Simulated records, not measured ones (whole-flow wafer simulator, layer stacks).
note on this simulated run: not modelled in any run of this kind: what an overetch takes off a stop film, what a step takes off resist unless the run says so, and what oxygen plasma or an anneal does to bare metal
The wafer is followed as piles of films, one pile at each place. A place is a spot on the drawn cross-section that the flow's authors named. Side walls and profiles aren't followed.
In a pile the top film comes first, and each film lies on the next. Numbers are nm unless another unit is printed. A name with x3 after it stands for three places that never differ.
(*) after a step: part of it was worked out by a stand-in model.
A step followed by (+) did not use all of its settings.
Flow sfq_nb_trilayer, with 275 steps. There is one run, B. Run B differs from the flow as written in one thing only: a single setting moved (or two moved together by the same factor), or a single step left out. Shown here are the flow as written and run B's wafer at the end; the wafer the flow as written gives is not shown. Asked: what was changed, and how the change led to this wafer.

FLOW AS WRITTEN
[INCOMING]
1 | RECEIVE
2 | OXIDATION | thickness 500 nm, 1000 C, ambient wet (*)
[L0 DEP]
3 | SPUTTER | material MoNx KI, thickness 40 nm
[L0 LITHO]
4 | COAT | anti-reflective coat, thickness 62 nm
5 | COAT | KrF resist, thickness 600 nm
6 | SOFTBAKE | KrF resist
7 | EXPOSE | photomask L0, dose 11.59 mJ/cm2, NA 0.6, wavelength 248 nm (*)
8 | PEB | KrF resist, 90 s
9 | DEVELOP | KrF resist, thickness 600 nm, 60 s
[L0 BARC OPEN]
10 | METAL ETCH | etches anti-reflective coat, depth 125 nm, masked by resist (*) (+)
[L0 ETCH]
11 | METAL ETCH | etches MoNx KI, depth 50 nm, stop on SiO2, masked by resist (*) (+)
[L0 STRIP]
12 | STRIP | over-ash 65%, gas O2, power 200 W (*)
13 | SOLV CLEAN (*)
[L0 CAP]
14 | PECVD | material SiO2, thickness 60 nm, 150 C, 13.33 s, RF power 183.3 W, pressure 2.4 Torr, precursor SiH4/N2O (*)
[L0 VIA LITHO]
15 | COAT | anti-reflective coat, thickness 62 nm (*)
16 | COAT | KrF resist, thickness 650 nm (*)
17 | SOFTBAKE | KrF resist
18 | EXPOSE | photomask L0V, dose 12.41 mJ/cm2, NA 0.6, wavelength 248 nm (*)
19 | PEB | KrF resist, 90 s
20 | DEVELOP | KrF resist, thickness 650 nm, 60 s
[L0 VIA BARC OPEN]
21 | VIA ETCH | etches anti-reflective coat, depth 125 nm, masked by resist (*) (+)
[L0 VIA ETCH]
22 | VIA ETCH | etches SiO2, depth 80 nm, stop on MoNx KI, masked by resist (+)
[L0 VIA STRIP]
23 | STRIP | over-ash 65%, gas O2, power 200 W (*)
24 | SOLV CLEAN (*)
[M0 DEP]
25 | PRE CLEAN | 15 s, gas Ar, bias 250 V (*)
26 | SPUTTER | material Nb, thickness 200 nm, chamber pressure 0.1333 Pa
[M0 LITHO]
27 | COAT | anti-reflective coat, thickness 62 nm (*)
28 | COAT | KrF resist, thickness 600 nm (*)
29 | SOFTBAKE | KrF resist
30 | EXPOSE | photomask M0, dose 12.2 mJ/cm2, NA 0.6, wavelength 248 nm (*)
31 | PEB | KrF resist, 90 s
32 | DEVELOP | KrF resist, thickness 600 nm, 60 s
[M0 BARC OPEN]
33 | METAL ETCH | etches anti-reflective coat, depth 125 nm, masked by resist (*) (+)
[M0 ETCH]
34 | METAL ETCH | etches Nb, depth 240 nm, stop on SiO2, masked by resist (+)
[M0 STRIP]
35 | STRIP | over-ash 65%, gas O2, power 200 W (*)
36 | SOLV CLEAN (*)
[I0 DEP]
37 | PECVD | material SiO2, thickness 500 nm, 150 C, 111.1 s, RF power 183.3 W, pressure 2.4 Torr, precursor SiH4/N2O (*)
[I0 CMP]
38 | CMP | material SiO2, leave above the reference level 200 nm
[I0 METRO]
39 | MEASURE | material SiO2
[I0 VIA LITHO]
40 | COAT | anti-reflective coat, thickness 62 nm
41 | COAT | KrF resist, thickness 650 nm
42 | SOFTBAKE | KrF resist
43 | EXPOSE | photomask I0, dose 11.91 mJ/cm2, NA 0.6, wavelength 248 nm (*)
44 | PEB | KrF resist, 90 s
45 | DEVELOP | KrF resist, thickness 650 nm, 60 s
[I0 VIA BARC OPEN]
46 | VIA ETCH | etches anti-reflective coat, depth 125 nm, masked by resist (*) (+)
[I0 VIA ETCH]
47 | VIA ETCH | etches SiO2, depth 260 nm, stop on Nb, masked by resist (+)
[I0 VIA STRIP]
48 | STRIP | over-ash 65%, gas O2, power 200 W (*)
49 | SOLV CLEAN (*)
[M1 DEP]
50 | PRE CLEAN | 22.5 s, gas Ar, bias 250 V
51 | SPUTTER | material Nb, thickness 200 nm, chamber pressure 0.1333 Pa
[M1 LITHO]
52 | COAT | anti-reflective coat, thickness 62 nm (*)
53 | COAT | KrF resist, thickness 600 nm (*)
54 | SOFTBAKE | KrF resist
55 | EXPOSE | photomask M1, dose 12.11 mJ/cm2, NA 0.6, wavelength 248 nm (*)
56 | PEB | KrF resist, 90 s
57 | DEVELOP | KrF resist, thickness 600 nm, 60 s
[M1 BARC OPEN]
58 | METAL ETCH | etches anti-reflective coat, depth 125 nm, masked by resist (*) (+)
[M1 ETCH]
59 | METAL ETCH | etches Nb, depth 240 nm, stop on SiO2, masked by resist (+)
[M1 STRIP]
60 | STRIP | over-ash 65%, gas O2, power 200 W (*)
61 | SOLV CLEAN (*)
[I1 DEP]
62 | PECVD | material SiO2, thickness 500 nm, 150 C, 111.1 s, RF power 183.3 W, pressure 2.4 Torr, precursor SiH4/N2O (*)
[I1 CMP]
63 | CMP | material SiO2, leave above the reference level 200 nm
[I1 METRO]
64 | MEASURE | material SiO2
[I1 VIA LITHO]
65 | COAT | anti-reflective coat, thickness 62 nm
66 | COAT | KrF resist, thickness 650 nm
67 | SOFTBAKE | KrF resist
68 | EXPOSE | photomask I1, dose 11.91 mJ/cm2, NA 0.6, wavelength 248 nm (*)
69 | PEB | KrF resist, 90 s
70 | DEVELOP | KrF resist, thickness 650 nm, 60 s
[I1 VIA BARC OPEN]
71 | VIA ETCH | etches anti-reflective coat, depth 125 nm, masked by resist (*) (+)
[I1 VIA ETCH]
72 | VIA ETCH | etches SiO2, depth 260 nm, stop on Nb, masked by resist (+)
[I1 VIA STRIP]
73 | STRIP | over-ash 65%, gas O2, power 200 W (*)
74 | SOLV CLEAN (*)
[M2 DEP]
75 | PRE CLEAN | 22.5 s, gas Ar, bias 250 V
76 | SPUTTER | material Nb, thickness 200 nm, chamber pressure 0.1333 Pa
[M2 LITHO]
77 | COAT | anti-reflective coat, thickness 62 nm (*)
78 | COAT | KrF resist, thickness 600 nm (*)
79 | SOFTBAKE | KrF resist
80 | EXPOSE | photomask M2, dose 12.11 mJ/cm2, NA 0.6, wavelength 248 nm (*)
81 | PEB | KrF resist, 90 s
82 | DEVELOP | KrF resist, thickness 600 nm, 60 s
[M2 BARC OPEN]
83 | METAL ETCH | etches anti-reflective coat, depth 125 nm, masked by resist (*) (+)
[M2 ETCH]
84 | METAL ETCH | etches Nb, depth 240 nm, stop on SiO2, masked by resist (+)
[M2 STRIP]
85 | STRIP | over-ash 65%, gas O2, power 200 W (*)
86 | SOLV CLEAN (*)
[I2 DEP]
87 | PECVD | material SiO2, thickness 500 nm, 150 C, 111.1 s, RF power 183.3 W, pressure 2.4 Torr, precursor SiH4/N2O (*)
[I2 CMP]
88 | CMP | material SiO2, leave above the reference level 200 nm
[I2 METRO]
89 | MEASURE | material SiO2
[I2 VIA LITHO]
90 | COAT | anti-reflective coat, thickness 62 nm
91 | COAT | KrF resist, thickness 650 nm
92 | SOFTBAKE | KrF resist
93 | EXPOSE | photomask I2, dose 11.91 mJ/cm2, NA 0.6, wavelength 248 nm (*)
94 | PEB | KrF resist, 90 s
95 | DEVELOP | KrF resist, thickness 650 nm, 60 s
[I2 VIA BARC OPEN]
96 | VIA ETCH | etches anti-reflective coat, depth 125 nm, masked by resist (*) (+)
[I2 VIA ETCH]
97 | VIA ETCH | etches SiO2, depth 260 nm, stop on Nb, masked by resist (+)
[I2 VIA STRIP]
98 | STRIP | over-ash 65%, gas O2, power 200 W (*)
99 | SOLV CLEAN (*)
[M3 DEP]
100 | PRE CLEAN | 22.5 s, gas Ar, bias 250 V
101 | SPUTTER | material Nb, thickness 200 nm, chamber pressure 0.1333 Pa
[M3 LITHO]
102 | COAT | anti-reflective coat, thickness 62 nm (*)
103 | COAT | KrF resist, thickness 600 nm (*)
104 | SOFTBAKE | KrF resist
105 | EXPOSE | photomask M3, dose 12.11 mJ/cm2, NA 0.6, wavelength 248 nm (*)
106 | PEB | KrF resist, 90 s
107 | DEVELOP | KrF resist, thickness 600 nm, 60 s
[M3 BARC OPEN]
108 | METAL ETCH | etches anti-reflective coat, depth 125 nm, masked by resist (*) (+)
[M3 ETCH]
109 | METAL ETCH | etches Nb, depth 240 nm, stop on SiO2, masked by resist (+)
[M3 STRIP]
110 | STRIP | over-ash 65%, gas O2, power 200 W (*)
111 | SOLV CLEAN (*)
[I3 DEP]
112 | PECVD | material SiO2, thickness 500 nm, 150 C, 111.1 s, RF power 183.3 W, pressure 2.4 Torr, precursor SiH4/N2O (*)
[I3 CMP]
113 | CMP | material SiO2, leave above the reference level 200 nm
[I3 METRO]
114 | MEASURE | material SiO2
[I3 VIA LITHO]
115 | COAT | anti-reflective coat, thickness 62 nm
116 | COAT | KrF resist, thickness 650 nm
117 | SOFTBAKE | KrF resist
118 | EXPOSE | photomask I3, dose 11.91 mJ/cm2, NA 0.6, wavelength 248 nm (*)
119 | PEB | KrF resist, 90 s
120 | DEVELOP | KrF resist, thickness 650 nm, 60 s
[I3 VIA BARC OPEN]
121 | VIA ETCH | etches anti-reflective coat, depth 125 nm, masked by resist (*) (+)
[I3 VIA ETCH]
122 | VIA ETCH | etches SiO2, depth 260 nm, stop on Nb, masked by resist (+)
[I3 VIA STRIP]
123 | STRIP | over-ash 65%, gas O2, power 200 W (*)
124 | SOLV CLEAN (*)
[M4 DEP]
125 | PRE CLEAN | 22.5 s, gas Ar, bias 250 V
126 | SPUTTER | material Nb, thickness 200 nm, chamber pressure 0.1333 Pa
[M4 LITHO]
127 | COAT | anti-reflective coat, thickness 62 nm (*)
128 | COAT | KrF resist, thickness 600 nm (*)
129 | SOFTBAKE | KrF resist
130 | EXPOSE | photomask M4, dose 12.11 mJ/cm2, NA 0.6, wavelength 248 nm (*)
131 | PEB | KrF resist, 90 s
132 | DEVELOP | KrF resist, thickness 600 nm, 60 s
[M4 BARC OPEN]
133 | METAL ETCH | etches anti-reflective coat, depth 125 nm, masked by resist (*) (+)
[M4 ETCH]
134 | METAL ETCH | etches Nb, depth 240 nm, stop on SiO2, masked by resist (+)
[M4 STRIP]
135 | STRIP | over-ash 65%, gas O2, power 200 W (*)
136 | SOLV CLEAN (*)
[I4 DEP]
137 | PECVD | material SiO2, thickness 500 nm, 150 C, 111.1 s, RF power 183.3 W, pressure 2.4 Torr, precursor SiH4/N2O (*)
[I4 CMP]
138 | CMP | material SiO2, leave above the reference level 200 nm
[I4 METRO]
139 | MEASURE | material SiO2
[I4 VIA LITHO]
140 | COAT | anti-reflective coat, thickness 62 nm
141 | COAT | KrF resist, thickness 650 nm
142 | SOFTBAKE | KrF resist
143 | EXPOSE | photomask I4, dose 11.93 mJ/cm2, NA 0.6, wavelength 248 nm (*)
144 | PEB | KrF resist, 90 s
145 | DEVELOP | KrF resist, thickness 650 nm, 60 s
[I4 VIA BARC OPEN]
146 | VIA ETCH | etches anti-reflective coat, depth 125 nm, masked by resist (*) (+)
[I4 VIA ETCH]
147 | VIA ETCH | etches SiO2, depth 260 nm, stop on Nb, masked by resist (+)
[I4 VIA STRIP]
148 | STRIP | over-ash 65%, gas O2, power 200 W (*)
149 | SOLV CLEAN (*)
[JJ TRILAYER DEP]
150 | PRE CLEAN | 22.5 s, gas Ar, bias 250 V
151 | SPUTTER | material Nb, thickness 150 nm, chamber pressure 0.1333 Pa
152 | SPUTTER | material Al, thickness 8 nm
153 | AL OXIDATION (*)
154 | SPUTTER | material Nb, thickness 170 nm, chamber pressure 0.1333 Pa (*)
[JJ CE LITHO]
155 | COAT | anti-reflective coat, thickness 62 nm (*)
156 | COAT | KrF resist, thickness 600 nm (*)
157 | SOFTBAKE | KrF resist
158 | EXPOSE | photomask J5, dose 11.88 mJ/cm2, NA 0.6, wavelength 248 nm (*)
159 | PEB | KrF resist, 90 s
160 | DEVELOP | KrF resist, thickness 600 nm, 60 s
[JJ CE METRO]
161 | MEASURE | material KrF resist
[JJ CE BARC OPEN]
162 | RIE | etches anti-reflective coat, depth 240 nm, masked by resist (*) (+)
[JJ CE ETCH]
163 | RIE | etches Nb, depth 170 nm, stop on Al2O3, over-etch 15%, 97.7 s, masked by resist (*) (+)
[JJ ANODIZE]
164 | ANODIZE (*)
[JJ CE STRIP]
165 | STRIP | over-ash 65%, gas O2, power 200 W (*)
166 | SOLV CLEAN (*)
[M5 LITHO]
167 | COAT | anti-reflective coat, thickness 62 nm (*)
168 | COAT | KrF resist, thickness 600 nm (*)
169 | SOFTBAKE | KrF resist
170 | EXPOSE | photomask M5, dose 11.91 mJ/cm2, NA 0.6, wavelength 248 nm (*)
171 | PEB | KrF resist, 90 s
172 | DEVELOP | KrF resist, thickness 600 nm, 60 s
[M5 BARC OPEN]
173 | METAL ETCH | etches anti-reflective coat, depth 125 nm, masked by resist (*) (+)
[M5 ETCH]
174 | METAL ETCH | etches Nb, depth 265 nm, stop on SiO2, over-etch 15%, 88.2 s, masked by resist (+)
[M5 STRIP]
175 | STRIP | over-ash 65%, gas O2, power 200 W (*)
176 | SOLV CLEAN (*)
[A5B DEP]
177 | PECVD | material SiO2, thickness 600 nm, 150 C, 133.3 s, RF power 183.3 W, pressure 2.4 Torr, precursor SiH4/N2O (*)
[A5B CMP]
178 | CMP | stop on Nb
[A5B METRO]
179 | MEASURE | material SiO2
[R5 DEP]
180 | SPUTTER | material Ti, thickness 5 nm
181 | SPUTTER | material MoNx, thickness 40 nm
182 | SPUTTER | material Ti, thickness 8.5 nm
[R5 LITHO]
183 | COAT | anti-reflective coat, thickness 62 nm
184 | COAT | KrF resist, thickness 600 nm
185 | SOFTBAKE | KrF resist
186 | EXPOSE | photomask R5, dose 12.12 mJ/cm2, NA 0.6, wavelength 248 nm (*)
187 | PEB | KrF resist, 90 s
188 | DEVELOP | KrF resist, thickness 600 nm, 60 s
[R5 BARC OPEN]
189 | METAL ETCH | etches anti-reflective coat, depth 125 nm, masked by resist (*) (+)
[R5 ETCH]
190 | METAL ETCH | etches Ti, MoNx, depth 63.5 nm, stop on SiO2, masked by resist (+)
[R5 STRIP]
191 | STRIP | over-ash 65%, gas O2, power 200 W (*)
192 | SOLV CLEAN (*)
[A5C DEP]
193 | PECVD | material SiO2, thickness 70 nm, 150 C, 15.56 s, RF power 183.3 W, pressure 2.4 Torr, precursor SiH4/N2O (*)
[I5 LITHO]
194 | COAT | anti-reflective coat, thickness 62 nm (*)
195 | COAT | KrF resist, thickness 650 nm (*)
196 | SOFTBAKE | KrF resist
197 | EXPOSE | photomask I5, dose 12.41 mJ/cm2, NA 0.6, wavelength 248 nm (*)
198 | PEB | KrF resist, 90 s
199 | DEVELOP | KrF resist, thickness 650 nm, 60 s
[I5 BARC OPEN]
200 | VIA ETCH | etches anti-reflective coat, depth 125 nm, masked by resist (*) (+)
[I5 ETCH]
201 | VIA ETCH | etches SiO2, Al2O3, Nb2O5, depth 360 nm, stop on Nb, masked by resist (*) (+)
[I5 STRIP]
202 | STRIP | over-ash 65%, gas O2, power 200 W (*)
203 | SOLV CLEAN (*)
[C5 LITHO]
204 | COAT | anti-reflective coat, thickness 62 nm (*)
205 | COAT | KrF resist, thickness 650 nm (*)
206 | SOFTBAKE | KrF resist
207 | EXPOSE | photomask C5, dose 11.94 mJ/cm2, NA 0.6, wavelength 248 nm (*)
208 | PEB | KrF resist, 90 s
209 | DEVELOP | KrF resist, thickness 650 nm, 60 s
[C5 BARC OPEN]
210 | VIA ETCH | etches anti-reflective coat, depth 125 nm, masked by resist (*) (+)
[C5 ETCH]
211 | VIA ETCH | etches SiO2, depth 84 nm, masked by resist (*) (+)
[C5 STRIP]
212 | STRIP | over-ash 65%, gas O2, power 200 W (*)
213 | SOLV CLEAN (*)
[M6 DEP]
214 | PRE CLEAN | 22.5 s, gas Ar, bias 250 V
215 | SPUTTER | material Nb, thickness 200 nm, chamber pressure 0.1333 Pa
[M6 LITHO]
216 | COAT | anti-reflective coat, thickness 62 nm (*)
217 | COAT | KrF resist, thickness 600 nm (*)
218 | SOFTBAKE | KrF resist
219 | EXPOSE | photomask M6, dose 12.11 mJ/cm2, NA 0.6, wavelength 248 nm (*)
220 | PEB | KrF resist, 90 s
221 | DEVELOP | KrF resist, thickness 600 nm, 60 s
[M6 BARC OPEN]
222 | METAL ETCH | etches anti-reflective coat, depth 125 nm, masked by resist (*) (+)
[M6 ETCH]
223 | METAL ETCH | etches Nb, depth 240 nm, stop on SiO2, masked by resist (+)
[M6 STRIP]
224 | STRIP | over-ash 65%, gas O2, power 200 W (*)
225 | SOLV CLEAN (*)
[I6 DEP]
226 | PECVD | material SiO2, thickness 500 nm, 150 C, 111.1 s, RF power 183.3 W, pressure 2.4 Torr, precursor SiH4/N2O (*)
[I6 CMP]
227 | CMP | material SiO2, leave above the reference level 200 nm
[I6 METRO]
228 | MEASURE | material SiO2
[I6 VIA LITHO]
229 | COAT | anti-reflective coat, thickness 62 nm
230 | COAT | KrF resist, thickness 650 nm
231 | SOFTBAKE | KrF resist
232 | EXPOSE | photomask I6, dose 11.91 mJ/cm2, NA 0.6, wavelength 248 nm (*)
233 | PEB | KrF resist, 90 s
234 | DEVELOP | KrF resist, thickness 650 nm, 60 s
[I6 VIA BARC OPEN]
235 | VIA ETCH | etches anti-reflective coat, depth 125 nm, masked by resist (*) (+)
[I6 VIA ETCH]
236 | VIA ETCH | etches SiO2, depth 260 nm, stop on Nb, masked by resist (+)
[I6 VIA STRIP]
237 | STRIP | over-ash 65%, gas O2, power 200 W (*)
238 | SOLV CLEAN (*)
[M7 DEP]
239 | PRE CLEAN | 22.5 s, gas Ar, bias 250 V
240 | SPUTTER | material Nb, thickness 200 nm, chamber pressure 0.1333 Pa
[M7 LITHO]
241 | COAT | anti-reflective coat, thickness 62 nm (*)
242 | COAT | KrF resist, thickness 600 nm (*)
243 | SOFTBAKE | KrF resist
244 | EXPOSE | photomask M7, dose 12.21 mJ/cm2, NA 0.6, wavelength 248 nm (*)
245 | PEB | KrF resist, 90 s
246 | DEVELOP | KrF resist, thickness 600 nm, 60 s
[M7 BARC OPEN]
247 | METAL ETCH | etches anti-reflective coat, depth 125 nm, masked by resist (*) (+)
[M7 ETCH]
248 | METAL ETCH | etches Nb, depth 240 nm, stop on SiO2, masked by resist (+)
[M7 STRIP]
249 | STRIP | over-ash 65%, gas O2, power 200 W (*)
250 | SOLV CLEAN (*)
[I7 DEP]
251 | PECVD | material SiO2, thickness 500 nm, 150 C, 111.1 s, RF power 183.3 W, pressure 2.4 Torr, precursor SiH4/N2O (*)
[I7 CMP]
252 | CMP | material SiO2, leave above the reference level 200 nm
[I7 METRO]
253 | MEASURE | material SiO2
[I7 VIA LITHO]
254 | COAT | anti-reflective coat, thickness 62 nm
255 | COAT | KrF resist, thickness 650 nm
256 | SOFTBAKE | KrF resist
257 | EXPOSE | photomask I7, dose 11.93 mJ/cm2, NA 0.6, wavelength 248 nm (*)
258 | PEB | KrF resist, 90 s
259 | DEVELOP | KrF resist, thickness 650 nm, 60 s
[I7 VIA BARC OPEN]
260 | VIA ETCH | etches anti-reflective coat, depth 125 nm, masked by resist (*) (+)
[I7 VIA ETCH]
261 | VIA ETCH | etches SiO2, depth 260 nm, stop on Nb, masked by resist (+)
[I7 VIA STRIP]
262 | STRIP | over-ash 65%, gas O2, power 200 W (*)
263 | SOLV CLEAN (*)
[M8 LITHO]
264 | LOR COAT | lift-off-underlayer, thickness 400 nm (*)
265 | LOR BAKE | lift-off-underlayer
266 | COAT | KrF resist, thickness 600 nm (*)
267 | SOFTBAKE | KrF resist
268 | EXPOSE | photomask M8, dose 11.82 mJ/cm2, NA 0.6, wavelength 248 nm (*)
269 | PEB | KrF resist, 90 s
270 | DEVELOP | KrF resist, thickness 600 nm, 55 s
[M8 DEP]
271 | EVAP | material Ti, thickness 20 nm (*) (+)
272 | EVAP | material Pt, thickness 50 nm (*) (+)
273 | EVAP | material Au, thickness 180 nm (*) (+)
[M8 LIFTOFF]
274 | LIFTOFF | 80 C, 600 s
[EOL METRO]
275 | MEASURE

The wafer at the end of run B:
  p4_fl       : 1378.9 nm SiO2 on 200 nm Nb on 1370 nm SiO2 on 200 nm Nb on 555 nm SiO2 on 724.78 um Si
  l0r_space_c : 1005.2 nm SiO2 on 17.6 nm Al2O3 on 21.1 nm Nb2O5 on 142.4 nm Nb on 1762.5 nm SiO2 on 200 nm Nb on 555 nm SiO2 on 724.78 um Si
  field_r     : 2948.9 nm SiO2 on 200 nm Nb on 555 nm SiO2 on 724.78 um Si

The reason: step 152, SPUTTER: thickness 11 nm was run, whereas the flow has thickness 8 nm.

Step by step, how the change led to this:
  152 | SPUTTER | material Al, thickness 8 nm
      field_l, v_sur, via_sp and 100 more: +11 Al (new film) (it would be, as written: +8 Al (new film))
      via_wl, via_wr: +7.07 Al (new film) (it would be, as written: +5.14 Al (new film))
      (also at 1 further place)
  164 | ANODIZE (*)
      field_l, v_sur, via_sp and 96 more: +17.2 Al2O3, +21.1 Nb2O5 (new film), -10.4 Al (all of it), -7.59 Nb (it would be, as written: +12.2 Al2O3, +29.9 Nb2O5 (new film), -7.42 Al (all of it), -10.8 Nb)
      via_wl, via_wr: +10.7 Al2O3 (new film), +33.5 Nb2O5 (new film), -6.48 Al (all of it), -12.1 Nb (it would be, as written: +7.52 Al2O3 (new film), +39.2 Nb2O5 (new film), -4.56 Al (all of it), -14.1 Nb)
      (also at 1 further place)
  167 | COAT | anti-reflective coat, thickness 62 nm (*)
      ce_l: +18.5 anti-reflective coat (new film) (it would be, as written: +19.6 anti-reflective coat (new film))
  174 | METAL ETCH | etches Nb, depth 265 nm, stop on SiO2, over-etch 15%, 88.2 s, masked by resist (+)
      field_l, r_sur, res and 50 more: -17.6 Al2O3 (all of it), -21.1 Nb2O5 (all of it), -142.4 Nb (all of it), -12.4 SiO2 (it would be, as written: -12.6 Al2O3 (all of it), -29.9 Nb2O5 (all of it), -139.2 Nb (all of it), -12.3 SiO2)
  175 | STRIP | over-ash 65%, gas O2, power 200 W (*)
      ce_l: -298 KrF resist (all of it), -18.5 anti-reflective coat (all of it) (it would be, as written: -299.6 KrF resist (all of it), -19.6 anti-reflective coat (all of it))
  201 | VIA ETCH | etches SiO2, Al2O3, Nb2O5, depth 360 nm, stop on Nb, masked by resist (*) (+)
      be: -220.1 SiO2 (all of it), -17.6 Al2O3 (all of it), -21.1 Nb2O5 (all of it) (it would be, as written: -216.4 SiO2 (all of it), -12.7 Al2O3 (all of it), -29.9 Nb2O5 (all of it))
